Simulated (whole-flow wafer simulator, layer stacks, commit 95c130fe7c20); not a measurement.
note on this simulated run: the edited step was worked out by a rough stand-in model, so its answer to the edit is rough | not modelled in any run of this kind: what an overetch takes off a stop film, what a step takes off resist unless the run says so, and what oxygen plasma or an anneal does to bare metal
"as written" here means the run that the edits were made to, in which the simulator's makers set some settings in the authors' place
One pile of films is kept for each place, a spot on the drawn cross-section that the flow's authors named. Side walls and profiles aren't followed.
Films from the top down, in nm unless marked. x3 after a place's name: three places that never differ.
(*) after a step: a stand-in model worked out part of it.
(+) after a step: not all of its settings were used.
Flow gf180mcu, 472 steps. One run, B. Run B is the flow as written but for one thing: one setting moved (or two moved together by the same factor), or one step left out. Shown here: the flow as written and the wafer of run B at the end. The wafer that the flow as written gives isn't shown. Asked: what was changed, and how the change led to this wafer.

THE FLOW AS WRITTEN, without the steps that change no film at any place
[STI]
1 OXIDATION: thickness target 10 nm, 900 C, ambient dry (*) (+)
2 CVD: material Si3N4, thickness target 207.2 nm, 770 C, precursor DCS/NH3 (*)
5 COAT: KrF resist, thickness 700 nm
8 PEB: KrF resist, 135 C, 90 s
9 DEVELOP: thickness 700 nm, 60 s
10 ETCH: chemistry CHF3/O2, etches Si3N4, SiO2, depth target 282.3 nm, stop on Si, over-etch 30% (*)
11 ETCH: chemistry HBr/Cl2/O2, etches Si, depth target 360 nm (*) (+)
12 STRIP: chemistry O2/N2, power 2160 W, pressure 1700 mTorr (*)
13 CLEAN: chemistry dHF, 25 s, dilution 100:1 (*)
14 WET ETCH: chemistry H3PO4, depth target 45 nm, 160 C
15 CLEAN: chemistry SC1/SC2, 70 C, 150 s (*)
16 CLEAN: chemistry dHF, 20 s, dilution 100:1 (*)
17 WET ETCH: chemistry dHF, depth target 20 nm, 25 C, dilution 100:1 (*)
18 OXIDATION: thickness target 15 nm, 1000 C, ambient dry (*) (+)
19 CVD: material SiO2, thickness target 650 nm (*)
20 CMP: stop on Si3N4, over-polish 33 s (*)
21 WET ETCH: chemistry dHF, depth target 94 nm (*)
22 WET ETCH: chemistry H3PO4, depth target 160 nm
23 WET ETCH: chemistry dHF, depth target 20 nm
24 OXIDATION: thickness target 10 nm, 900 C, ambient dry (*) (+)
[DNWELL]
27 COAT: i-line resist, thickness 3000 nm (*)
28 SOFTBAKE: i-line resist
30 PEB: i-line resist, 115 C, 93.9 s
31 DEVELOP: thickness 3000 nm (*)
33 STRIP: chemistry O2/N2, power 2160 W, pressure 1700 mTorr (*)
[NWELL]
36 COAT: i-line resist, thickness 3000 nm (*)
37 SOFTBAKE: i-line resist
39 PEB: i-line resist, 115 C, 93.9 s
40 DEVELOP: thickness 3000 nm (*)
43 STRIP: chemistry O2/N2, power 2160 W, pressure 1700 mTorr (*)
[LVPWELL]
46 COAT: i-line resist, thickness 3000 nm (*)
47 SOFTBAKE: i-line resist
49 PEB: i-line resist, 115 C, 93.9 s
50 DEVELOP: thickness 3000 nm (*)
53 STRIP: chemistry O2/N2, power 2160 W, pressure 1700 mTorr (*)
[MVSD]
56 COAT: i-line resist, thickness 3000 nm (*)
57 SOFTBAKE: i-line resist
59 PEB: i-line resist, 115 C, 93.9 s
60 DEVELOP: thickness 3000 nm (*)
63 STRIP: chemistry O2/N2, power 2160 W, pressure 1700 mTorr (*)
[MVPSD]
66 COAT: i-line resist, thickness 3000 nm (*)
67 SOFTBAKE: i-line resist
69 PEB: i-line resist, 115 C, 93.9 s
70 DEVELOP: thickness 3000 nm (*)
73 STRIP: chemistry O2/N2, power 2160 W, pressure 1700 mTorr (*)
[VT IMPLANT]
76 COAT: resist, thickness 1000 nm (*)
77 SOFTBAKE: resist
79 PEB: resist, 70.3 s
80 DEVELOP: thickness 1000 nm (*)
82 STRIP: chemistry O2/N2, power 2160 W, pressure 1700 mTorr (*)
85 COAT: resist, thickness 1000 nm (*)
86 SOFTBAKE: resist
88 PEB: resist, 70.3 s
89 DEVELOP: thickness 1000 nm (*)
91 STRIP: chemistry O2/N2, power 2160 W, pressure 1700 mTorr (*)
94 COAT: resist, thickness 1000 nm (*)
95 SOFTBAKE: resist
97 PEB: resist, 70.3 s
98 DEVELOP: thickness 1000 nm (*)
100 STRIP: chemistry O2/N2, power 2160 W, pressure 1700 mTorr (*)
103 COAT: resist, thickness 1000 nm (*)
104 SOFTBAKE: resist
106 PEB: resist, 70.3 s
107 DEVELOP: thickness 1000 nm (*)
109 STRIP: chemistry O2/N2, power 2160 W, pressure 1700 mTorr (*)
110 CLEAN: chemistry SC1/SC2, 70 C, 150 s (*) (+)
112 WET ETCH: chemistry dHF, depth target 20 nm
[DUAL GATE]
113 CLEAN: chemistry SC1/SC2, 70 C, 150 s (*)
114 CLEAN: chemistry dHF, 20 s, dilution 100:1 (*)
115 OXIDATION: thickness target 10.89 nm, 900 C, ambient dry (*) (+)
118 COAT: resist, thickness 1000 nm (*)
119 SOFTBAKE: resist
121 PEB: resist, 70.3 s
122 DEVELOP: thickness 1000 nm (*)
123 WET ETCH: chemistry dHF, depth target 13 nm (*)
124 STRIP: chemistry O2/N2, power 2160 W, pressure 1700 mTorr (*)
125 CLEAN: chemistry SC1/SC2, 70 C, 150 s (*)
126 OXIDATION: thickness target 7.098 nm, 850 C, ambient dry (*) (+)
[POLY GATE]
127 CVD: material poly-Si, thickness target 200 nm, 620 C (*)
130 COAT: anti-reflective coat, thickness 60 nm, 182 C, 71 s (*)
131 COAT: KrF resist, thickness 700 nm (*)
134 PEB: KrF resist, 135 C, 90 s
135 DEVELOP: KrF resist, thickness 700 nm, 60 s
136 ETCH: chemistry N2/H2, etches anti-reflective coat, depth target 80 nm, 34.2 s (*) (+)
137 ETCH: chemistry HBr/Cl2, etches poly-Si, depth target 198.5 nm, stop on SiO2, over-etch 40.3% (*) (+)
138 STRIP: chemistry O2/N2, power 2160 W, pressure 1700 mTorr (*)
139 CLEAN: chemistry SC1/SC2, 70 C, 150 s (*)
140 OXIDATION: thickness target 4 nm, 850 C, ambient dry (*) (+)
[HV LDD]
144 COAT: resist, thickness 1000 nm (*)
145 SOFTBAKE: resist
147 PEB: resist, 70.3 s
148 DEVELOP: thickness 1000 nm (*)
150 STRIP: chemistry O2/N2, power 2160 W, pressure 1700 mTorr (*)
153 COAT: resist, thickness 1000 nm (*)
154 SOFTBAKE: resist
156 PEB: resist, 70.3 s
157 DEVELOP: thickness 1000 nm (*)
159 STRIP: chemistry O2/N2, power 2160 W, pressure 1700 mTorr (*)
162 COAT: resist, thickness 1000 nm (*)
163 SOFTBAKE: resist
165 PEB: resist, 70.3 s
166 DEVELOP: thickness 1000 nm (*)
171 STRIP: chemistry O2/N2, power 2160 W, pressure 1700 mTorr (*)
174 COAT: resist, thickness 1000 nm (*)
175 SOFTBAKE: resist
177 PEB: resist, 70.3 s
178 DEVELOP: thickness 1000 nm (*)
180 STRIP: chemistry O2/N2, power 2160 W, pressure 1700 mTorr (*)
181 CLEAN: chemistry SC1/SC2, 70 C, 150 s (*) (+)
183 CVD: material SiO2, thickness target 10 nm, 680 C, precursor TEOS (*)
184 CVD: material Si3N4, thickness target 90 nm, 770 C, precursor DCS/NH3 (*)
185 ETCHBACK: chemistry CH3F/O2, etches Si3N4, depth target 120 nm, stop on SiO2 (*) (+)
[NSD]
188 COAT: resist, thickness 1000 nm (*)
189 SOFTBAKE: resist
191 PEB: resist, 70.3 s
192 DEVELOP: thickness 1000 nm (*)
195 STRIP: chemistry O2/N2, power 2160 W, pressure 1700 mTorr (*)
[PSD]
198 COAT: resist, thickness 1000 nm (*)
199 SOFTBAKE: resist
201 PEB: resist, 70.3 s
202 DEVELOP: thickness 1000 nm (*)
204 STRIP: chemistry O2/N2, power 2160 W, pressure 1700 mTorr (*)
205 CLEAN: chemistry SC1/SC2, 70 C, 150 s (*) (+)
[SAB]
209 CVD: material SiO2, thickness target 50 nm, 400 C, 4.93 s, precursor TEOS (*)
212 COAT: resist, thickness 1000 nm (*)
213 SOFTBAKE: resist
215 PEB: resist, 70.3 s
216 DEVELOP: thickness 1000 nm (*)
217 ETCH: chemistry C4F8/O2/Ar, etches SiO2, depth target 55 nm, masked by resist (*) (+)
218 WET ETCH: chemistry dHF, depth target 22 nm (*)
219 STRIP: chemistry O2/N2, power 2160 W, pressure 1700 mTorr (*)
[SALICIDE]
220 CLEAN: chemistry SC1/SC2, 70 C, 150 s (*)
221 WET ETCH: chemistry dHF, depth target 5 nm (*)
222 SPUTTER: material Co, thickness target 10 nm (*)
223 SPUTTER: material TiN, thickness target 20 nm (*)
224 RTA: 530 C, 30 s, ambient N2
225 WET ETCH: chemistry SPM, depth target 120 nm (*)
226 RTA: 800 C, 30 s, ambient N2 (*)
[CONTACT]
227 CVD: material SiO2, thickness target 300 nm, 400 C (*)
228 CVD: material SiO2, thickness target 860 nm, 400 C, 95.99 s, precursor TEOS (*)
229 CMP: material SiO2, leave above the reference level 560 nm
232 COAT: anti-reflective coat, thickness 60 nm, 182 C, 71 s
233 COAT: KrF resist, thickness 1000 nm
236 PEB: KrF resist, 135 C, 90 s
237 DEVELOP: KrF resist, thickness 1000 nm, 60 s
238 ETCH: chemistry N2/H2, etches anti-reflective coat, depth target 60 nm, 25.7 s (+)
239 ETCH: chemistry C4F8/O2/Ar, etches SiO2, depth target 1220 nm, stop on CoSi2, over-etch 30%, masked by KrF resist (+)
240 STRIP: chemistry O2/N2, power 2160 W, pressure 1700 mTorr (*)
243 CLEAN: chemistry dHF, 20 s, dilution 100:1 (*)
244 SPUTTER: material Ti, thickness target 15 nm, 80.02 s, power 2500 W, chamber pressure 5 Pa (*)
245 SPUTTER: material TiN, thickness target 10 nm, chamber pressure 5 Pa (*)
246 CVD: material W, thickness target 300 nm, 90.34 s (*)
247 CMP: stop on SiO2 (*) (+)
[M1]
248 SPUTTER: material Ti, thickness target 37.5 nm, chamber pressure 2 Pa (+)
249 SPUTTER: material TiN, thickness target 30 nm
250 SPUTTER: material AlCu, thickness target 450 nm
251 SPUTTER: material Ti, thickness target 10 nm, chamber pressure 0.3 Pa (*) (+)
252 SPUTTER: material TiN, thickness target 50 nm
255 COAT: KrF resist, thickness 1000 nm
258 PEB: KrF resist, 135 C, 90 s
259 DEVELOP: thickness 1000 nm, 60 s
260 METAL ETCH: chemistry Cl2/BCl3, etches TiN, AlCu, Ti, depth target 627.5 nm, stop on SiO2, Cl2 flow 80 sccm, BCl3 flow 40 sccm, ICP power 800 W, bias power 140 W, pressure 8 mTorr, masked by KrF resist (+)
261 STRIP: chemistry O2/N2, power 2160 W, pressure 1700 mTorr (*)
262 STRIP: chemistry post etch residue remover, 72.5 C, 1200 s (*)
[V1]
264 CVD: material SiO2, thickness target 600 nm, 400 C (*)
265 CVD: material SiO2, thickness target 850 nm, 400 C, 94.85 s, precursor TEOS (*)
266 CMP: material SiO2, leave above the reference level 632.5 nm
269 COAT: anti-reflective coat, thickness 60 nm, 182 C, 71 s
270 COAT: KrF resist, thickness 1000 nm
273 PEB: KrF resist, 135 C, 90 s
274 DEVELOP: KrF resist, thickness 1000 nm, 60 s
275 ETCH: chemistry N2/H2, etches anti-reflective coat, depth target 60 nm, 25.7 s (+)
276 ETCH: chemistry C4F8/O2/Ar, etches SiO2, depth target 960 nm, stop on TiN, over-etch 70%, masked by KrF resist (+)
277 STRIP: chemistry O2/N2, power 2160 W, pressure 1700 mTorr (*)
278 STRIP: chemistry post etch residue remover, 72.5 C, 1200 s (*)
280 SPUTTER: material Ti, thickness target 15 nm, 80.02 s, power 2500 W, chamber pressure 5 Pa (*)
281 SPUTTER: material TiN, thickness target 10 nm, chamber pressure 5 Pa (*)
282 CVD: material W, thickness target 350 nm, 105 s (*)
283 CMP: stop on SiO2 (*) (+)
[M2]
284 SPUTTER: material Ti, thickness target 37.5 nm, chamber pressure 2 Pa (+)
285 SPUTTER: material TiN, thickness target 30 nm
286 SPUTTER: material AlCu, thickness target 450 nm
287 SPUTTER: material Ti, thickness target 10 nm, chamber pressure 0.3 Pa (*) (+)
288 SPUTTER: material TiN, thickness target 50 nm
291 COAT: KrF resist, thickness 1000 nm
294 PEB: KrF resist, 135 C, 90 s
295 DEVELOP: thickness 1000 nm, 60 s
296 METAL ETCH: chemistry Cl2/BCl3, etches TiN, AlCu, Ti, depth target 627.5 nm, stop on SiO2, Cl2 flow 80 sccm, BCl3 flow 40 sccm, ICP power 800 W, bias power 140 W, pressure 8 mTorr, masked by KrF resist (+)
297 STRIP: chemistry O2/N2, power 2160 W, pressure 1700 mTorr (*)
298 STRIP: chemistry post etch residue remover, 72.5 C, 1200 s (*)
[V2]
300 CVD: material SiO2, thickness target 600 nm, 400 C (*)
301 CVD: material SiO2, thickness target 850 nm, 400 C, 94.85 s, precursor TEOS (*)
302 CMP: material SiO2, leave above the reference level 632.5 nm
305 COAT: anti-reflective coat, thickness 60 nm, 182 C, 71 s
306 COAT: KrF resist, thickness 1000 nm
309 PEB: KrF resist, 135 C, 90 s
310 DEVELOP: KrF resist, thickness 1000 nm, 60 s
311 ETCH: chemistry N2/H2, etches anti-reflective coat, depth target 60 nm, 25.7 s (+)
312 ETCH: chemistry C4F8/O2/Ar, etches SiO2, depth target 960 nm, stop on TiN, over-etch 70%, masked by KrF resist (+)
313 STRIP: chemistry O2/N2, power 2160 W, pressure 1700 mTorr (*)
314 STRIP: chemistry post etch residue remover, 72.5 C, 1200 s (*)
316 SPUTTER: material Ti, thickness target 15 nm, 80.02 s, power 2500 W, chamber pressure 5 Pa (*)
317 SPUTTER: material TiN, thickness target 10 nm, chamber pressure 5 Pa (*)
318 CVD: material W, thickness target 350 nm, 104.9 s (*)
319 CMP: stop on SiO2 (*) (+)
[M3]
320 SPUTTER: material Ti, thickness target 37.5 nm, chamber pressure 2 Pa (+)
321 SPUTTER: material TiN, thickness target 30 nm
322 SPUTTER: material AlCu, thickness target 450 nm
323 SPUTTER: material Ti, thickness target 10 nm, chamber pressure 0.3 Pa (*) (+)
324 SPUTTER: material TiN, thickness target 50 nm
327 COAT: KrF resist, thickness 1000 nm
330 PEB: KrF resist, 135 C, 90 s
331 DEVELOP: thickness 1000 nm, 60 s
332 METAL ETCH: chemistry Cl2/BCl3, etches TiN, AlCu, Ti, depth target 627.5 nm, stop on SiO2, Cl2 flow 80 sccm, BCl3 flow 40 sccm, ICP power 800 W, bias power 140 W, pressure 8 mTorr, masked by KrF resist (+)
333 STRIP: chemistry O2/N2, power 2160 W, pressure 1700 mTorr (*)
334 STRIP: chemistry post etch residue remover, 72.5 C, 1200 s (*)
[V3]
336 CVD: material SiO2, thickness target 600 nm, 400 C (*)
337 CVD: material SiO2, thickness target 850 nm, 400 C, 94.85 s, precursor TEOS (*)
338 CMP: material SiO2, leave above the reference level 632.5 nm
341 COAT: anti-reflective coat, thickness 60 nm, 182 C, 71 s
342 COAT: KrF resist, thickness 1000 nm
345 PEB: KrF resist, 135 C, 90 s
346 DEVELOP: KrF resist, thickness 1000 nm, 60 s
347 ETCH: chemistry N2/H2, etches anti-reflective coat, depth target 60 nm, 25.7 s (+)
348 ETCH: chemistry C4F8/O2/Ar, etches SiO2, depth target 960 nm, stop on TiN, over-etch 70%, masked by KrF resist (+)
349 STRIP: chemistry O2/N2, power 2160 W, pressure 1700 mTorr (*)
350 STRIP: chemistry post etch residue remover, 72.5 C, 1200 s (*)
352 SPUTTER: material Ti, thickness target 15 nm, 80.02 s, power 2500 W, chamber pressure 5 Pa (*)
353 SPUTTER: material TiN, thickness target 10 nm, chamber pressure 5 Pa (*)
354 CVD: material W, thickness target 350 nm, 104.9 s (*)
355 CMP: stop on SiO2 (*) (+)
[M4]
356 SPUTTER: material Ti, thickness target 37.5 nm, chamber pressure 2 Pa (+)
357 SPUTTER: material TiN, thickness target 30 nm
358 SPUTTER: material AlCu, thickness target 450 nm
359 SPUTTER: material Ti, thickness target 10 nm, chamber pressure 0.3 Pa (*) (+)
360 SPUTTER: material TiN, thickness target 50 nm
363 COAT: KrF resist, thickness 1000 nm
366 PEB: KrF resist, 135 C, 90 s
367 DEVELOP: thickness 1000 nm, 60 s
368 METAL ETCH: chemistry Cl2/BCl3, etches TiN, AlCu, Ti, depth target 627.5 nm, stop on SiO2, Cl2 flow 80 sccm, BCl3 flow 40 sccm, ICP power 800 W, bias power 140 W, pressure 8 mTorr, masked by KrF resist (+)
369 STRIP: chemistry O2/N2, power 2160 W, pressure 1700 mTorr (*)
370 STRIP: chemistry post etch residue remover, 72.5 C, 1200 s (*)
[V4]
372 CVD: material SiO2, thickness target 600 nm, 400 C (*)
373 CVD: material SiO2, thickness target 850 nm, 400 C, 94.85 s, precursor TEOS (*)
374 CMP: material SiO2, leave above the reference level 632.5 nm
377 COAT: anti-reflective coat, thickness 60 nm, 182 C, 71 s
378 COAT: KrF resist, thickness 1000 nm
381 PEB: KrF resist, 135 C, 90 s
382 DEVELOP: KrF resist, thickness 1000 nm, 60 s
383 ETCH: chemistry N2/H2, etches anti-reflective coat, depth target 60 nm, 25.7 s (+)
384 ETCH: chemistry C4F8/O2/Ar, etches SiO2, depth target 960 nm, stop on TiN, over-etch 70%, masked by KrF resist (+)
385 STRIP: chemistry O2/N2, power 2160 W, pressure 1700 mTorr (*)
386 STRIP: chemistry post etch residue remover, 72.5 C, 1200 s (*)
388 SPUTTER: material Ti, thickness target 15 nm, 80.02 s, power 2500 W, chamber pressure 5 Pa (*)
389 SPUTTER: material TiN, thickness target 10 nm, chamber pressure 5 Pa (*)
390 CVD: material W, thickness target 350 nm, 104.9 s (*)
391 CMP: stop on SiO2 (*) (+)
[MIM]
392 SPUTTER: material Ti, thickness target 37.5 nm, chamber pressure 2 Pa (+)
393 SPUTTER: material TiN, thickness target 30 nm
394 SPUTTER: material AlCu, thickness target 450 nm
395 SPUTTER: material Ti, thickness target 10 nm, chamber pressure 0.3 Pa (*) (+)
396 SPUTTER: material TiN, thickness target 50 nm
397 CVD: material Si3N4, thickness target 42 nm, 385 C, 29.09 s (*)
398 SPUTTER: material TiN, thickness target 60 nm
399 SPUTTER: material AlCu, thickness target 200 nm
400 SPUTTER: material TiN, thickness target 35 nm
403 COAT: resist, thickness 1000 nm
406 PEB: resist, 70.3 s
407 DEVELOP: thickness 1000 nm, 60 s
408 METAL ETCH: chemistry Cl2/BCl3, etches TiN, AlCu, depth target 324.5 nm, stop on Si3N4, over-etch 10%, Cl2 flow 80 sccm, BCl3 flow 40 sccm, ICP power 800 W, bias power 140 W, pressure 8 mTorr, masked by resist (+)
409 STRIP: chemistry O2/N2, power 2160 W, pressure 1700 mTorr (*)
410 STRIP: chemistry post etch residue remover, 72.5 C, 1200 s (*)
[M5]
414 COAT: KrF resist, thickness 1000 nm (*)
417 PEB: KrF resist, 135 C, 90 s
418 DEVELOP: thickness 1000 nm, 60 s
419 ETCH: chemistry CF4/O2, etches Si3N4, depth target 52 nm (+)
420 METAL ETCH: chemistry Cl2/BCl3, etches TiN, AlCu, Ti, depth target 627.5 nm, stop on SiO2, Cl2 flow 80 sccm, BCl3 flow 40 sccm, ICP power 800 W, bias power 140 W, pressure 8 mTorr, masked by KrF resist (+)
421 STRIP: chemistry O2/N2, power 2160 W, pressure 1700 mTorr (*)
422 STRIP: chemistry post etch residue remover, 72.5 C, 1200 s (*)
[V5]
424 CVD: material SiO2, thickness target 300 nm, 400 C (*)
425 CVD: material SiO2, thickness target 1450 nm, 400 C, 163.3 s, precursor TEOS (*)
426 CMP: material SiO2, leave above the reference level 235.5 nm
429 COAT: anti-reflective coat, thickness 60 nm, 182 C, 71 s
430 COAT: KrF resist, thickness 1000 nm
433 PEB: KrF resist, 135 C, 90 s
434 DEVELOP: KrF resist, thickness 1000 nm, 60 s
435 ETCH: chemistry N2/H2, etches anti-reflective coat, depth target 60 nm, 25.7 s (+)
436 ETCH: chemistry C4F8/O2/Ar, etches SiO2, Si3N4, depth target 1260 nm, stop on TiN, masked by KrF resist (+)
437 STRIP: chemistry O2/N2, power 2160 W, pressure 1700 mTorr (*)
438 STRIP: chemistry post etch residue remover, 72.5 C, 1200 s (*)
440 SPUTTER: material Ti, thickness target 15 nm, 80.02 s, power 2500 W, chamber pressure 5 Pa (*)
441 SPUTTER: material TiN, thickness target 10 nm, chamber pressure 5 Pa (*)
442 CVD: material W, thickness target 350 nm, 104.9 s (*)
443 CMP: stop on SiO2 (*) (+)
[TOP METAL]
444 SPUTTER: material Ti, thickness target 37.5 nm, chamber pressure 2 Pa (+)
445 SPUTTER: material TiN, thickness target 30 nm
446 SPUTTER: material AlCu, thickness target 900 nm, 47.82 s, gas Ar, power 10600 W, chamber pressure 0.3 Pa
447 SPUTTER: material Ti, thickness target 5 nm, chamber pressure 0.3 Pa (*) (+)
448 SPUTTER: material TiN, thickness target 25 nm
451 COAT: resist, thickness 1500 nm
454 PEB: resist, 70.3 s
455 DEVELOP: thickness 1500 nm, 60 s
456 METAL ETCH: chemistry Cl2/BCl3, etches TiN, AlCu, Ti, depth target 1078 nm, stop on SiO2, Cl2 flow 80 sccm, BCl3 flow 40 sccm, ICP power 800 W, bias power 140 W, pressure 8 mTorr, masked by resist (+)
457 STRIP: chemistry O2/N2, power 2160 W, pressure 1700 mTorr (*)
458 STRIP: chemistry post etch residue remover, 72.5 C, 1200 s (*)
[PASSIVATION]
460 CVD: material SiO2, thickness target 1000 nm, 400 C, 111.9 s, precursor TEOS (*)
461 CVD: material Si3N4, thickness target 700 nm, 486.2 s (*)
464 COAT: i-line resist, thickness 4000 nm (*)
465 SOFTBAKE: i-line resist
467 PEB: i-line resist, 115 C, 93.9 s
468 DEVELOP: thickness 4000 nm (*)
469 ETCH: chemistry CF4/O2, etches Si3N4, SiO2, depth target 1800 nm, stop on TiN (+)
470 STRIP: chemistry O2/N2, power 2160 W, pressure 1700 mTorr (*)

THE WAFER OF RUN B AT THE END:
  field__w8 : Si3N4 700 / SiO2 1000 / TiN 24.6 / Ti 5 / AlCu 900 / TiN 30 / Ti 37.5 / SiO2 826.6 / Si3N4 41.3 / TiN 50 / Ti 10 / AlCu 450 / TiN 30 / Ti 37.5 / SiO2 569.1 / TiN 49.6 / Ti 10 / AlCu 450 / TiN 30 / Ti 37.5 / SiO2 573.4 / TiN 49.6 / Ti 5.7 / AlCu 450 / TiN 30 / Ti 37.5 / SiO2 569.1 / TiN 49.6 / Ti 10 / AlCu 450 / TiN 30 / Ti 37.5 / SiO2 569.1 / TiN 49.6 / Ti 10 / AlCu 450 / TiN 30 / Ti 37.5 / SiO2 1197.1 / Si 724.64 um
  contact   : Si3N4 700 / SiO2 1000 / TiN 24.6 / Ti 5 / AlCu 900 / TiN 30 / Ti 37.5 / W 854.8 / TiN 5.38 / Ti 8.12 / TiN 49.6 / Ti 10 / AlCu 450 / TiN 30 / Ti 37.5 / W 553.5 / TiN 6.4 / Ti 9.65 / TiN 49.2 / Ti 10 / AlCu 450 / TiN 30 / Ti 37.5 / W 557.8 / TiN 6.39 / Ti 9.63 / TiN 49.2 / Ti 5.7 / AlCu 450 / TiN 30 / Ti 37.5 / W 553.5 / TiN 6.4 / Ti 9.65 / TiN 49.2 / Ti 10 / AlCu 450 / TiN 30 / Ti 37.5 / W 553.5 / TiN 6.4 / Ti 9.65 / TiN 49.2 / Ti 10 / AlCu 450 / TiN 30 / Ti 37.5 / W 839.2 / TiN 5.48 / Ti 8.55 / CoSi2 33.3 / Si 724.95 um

The cause: step 323, SPUTTER: thickness target 5.7 nm was run, where the flow has thickness target 10 nm.
It can be read off the wafer: field__w8 has Ti 5.7, and step 323 as written asks for 10 nm.

How the change led to this, step by step:
  323 SPUTTER: material Ti, thickness target 10 nm, chamber pressure 0.3 Pa (*) (+)
      field, field__w1, field__w2 and 108 more: Ti +5.7 (new film) (as written it would be: Ti +10 (new film))
  332 METAL ETCH: chemistry Cl2/BCl3, etches TiN, AlCu, Ti, depth target 627.5 nm, stop on SiO2, Cl2 flow 80 sccm, BCl3 flow 40 sccm, ICP power 800 W, bias power 140 W, pressure 8 mTorr, masked by KrF resist (+)
      field, field__w1, field__w2 and 103 more: TiN -50 (all of it), Ti -5.7 (all of it), AlCu -450 (all of it), TiN -30 (all of it), Ti -37.5 (all of it) (as written it would be: TiN -50 (all of it), Ti -10 (all of it), AlCu -450 (all of it), TiN -30 (all of it), Ti -37.5 (all of it))
